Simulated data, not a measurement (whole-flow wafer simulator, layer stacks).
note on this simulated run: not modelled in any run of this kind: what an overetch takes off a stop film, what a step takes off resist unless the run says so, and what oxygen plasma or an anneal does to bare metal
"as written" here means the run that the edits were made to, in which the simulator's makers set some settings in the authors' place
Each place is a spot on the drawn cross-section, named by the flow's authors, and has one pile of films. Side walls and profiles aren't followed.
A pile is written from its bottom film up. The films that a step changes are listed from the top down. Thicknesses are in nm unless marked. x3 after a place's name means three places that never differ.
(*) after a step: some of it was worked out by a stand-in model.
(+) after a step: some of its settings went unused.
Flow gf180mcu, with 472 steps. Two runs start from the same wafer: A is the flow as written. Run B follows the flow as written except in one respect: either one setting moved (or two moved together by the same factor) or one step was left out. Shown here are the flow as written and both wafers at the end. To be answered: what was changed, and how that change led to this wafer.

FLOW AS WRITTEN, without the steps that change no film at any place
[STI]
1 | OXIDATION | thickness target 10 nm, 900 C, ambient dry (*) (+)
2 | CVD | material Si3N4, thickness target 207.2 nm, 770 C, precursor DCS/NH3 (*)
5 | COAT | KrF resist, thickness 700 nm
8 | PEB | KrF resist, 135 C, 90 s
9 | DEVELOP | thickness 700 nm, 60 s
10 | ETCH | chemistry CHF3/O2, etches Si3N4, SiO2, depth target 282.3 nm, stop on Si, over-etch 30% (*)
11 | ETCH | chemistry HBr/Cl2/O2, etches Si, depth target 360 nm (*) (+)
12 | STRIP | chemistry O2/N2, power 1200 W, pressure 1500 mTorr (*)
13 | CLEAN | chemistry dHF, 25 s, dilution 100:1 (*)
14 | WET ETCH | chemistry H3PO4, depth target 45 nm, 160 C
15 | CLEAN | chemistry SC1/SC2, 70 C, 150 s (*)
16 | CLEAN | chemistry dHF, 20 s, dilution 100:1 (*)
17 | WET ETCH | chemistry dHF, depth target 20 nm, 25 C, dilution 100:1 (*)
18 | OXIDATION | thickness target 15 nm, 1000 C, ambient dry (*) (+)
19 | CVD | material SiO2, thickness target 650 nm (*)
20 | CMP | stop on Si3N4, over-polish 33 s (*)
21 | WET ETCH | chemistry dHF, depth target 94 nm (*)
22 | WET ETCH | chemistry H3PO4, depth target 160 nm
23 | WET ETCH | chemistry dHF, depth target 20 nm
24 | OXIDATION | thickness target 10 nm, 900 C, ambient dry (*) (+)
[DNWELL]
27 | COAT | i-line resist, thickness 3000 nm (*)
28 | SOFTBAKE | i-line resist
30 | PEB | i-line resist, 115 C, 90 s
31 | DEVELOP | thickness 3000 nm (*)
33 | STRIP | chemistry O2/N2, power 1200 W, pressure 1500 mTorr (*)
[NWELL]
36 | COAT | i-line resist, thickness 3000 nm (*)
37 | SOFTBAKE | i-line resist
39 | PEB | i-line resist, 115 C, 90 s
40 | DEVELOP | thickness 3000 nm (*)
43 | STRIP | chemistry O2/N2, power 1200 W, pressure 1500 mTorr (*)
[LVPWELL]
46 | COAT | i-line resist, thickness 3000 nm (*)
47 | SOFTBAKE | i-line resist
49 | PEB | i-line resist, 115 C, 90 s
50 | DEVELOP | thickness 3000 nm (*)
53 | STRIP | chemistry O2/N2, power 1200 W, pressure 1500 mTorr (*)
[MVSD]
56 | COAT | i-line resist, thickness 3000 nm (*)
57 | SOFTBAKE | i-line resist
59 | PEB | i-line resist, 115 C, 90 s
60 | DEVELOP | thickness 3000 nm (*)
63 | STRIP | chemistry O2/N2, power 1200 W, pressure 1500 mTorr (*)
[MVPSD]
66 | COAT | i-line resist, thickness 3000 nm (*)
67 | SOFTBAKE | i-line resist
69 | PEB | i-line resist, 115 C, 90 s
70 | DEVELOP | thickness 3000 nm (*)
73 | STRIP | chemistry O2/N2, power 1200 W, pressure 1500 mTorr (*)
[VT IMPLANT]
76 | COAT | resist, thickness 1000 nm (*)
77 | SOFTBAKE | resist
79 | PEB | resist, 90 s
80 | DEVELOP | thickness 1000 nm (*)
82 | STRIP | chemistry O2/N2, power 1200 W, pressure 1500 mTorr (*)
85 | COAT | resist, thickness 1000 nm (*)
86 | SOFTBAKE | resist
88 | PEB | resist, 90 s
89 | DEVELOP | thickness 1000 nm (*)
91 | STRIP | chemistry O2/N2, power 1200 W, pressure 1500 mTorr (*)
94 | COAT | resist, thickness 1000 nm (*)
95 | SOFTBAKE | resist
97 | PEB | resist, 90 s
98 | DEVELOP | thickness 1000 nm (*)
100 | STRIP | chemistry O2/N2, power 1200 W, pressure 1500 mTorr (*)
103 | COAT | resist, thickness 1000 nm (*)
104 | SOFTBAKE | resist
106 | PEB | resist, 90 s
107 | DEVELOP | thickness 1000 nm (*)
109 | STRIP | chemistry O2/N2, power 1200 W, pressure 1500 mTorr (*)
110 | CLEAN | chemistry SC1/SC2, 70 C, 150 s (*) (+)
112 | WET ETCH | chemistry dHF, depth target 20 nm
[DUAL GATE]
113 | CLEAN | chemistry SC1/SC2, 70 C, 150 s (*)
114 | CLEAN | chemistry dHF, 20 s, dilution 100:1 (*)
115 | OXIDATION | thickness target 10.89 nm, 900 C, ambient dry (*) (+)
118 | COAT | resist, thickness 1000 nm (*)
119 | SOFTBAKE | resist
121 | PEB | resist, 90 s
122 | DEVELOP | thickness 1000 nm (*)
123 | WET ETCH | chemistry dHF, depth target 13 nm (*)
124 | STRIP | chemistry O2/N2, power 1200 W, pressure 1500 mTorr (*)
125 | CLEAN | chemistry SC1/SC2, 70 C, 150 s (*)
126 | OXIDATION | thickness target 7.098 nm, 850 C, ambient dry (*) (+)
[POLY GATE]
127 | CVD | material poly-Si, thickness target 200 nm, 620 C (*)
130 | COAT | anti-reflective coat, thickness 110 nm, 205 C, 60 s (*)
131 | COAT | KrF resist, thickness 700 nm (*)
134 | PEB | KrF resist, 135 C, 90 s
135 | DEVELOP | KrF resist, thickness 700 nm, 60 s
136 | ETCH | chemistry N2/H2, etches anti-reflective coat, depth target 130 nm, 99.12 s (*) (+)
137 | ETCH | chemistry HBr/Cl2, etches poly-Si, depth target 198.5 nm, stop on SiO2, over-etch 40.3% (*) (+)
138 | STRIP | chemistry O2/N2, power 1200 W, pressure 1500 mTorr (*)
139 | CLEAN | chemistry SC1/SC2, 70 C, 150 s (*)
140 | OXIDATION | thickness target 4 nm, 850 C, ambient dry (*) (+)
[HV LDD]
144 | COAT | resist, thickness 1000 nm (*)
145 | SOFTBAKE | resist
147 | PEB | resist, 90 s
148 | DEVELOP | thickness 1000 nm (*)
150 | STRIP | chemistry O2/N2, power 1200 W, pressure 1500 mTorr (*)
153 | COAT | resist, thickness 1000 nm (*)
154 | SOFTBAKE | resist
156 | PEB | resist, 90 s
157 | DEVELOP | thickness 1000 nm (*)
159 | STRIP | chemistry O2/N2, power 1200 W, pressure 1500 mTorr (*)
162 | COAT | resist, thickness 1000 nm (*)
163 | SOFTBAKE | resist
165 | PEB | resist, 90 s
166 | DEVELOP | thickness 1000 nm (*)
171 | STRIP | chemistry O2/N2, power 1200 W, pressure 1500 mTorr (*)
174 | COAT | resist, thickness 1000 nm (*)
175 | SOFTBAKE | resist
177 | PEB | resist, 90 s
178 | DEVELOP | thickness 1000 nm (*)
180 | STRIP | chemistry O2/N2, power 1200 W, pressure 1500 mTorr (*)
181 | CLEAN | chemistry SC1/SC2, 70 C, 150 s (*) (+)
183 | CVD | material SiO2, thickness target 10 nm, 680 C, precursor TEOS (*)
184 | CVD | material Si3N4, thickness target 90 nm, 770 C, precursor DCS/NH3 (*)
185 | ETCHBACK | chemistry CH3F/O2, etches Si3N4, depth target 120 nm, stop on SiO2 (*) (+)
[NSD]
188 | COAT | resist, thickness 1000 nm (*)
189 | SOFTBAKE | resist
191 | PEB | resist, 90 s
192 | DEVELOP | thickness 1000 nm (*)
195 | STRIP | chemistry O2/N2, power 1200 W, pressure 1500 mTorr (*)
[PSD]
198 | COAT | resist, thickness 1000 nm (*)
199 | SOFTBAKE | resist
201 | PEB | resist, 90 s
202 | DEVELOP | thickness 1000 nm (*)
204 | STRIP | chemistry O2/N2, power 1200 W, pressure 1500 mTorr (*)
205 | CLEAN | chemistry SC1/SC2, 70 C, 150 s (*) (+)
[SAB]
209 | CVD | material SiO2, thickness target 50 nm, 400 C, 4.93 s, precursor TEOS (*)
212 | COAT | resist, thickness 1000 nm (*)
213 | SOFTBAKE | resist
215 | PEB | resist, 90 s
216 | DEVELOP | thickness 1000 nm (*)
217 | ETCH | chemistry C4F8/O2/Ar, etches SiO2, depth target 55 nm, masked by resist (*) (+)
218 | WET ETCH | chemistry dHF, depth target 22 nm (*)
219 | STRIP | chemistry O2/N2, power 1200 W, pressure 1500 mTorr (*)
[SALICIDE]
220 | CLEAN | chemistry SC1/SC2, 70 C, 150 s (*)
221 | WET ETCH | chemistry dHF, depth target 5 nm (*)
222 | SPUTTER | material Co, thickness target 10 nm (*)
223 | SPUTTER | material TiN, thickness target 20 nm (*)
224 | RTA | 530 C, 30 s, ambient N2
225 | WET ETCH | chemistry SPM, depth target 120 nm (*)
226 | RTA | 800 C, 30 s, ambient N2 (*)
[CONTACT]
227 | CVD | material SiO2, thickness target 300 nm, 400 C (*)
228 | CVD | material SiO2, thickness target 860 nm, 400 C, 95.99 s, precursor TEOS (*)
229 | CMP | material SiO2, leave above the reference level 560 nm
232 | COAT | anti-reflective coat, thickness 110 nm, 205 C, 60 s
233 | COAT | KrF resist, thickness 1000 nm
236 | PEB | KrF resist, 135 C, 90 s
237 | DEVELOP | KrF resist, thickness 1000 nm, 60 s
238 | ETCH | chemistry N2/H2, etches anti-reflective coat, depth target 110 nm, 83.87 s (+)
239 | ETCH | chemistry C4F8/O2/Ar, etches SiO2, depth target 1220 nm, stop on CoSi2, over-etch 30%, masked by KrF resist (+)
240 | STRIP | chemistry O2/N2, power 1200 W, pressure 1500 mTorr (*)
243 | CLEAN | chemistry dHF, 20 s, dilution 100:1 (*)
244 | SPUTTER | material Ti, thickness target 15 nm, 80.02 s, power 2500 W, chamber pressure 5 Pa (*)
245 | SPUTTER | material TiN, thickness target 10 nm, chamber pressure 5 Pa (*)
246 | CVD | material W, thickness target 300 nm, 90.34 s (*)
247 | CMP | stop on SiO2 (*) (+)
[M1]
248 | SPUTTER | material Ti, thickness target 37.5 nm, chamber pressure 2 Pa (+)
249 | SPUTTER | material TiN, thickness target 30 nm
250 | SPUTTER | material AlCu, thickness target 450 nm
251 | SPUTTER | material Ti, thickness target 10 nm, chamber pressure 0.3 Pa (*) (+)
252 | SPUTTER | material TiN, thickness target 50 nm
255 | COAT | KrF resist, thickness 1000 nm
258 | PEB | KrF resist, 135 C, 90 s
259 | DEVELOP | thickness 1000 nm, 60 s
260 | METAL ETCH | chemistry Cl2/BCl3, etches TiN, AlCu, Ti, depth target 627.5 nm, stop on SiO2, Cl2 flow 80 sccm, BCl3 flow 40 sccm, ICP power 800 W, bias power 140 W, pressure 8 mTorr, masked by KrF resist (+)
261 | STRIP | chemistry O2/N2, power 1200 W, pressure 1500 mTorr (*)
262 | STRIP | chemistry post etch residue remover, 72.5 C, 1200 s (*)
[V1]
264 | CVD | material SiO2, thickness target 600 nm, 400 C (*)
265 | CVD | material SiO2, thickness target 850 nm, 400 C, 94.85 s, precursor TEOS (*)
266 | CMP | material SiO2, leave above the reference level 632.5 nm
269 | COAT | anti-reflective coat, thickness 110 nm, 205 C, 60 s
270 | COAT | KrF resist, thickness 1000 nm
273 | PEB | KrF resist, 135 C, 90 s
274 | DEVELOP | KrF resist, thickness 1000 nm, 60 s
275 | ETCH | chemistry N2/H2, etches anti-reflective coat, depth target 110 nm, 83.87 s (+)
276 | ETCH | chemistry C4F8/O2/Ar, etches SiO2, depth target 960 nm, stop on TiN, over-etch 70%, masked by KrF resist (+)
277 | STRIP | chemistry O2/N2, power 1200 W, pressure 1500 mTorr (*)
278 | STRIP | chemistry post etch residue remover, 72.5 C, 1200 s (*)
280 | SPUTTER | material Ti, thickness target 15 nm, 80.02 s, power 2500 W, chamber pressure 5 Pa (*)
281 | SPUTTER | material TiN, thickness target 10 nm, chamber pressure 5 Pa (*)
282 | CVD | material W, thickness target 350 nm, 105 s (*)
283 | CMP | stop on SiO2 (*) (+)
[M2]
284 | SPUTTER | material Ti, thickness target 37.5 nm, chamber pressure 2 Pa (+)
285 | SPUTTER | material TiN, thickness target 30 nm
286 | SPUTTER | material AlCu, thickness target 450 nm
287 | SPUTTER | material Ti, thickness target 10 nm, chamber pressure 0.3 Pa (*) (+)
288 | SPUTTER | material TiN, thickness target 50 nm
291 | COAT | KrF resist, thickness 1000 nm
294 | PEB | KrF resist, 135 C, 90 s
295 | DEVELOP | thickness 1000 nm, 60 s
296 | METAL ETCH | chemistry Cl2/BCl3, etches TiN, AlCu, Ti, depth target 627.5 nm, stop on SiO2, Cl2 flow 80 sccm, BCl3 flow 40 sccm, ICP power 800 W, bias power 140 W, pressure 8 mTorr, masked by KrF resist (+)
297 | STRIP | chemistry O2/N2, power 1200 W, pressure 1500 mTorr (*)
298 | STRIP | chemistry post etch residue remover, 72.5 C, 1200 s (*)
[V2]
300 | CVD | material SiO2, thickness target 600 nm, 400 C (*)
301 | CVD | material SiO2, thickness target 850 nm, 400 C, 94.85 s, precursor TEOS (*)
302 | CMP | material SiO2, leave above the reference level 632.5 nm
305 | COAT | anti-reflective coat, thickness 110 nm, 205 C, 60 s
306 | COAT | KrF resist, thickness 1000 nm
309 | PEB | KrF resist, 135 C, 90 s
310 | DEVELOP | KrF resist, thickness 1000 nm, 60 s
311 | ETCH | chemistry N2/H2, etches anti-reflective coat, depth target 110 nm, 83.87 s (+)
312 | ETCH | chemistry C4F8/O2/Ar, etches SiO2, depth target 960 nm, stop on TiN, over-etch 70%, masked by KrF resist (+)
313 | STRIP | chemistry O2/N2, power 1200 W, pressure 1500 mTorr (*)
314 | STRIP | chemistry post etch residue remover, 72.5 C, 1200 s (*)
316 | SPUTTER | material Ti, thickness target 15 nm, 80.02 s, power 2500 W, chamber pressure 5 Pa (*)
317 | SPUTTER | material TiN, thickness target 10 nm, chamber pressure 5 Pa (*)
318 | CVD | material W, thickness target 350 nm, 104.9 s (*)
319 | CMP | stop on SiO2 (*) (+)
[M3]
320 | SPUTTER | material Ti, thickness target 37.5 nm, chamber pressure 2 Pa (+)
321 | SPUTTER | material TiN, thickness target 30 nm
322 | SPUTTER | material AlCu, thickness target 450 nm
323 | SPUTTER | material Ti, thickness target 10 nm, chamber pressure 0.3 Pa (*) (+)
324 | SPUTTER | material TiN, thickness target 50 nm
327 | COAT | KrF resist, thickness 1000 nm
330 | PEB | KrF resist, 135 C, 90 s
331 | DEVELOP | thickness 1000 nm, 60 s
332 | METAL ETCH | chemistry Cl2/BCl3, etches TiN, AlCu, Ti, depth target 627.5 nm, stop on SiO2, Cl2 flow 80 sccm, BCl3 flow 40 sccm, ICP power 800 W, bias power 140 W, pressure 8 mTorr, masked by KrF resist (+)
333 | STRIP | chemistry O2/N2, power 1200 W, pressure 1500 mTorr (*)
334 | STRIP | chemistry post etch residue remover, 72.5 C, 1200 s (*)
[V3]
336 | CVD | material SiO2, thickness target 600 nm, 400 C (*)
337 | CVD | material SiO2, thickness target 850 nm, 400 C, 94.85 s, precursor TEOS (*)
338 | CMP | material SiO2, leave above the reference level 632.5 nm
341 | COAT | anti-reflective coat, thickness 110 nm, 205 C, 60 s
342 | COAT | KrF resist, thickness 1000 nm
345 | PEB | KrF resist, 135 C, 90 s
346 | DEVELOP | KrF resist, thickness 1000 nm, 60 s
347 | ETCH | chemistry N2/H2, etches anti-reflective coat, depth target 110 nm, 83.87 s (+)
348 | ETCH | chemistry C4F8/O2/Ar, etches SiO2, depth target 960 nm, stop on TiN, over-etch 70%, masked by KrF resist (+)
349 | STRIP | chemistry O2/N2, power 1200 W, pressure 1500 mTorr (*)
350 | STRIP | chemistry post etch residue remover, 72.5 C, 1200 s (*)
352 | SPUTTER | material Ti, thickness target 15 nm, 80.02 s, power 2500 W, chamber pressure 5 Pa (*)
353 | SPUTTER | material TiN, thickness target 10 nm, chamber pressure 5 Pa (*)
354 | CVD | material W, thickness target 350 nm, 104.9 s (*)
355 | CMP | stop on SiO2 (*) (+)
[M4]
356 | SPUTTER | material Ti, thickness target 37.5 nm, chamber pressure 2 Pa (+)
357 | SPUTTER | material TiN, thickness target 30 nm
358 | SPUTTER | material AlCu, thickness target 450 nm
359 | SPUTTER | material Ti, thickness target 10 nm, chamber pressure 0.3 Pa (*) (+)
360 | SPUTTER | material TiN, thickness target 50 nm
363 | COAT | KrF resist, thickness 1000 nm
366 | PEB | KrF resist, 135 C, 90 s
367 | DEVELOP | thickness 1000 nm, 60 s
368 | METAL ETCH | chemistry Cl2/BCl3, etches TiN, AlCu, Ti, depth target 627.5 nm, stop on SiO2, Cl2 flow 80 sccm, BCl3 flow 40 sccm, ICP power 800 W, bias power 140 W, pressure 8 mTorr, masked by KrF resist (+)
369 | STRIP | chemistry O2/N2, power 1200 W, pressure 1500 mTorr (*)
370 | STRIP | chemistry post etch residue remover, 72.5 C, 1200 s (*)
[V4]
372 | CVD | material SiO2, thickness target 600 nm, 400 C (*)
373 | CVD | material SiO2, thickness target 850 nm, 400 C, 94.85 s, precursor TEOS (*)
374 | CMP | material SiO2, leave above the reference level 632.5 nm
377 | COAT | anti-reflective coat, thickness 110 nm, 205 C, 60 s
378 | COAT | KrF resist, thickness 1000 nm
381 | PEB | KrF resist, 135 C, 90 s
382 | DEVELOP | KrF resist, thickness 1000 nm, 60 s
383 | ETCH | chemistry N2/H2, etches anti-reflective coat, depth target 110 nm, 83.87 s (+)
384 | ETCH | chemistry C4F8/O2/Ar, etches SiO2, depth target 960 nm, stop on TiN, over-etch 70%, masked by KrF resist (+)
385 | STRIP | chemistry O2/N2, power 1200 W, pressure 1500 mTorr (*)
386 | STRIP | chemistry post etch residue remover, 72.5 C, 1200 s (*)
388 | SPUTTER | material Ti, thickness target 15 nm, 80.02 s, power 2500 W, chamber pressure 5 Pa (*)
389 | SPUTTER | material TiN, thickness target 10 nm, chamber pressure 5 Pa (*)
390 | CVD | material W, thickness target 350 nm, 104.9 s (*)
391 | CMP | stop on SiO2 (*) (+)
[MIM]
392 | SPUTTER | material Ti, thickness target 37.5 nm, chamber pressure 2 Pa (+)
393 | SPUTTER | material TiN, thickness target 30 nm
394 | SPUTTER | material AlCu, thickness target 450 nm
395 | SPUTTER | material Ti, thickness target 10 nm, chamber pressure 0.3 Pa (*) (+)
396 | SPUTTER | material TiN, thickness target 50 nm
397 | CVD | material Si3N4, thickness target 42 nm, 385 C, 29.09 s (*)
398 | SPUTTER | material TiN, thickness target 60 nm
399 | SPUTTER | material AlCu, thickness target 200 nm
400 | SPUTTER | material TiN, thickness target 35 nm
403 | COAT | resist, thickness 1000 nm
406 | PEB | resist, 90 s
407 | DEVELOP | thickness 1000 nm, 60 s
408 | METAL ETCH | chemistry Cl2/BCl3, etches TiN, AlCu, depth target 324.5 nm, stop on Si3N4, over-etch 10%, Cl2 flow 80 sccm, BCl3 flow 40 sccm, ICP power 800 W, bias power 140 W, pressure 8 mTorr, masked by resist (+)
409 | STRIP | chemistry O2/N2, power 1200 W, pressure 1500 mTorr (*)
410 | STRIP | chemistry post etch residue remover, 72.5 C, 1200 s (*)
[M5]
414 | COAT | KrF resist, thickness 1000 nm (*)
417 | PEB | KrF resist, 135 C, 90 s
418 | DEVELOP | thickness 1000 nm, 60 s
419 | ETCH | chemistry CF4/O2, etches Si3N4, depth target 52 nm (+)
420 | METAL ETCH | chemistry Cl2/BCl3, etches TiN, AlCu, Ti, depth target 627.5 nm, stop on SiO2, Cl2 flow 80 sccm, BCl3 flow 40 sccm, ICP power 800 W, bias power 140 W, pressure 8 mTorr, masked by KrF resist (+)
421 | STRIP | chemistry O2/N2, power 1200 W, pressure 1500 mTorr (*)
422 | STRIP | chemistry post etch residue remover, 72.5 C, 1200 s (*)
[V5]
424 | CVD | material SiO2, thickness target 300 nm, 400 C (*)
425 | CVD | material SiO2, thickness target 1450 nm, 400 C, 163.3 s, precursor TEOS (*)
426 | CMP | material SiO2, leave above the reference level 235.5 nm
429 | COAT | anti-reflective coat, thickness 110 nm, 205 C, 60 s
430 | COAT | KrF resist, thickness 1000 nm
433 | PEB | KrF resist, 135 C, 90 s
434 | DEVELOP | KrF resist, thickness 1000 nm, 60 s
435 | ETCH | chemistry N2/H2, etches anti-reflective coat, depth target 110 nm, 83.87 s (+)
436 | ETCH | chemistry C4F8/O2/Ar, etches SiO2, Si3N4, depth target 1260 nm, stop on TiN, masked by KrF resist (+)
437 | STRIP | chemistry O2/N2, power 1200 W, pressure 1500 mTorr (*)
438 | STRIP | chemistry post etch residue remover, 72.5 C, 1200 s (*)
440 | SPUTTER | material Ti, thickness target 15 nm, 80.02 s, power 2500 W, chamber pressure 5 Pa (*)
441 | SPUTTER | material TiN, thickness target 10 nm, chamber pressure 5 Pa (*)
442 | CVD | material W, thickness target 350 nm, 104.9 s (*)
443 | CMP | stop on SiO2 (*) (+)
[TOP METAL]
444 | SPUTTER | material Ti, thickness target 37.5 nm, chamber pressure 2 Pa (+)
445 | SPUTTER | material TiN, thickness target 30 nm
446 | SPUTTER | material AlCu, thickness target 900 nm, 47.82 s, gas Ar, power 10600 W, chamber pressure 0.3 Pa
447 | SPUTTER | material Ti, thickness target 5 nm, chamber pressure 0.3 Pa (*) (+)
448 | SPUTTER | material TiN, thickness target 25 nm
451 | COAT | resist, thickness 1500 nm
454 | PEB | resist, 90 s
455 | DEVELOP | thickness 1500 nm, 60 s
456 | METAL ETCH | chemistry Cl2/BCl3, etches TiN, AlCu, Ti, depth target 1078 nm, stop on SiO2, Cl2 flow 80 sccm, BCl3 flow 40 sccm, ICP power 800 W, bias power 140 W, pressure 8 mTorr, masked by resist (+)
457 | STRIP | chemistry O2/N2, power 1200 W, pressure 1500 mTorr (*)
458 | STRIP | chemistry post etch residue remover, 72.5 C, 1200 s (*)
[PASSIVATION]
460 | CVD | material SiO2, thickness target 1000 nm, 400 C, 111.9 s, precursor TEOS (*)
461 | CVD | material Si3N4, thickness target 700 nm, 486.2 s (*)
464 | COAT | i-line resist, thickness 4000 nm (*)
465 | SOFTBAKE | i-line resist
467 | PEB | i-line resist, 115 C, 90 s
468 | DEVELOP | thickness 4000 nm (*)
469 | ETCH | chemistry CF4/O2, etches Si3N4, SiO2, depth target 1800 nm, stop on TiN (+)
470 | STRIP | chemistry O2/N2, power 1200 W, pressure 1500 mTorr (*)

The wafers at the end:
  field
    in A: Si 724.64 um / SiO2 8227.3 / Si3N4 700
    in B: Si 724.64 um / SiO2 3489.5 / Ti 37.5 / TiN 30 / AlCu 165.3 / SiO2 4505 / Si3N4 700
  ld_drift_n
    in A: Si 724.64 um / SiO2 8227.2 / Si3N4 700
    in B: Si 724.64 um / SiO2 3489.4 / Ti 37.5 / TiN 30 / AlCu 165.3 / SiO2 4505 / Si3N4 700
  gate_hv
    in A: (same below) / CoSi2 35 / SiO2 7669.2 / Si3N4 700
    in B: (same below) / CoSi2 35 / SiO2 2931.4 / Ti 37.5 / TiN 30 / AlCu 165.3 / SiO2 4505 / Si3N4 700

What caused this: step 324, SPUTTER: thickness target 25 nm was run, while the flow as written has thickness target 50 nm; step 332, METAL ETCH: depth target 314 nm was run, where the flow has depth target 627.5 nm.

The path from the change to this, step by step:
  324 | SPUTTER | material TiN, thickness target 50 nm
      field, field__w1, field__w2 and 108 more: A TiN gains 50 (new film) | B TiN gains 25 (new film)
  332 | METAL ETCH | chemistry Cl2/BCl3, etches TiN, AlCu, Ti, depth target 627.5 nm, stop on SiO2, Cl2 flow 80 sccm, BCl3 flow 40 sccm, ICP power 800 W, bias power 140 W, pressure 8 mTorr, masked by KrF resist (+)
      field, field__w1, field__w2 and 103 more: A TiN loses 50 (all of it), Ti loses 10 (all of it), AlCu loses 450 (all of it), TiN loses 30 (all of it), Ti loses 37.5 (all of it) | B TiN loses 25 (all of it), Ti loses 10 (all of it), AlCu loses 279
      field__w8, contact, m1, m1__w1, m1_nw: A KrF resist loses 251 | B KrF resist loses 125.6
  333 | STRIP | chemistry O2/N2, power 1200 W, pressure 1500 mTorr (*)
      field__w8, contact, m1, m1__w1, m1_nw: A KrF resist loses 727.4 (all of it) | B KrF resist loses 852.8 (all of it)
  334 | STRIP | chemistry post etch residue remover, 72.5 C, 1200 s (*)
      field, field__w1, field__w2 and 103 more: A nothing | B AlCu loses 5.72
  336 | CVD | material SiO2, thickness target 600 nm, 400 C (*)
      field, field__w1, field__w2 and 103 more: A SiO2 gains 600 | B SiO2 gains 600 (new film)
  338 | CMP | material SiO2, leave above the reference level 632.5 nm
      field, field__w1, field__w2 and 103 more: A SiO2 loses 300 | B SiO2 loses 532.8
      field__w8, contact, m1, m1__w1, m1_nw: A SiO2 loses 877.1 | B SiO2 loses 852.1
  348 | ETCH | chemistry C4F8/O2/Ar, etches SiO2, depth target 960 nm, stop on TiN, over-etch 70%, masked by KrF resist (+)
      contact: A SiO2 loses 572.1 (all of it) | B SiO2 loses 597.1 (all of it)
  354 | CVD | material W, thickness target 350 nm, 104.9 s (*)
      contact: A W gains 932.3 (new film) | B W gains 957.5 (new film)
If metal films that touch count as one body, field has 1 body; the flow as written gives 0 bodies.
If metal films that touch count as one body, ld_drift_n has 1 body; the flow as written gives 0 bodies.
If metal films that touch count as one body, gate_hv has 2 bodies (between them, from the top down: SiO2 2931.4); the flow as written gives 1 body.
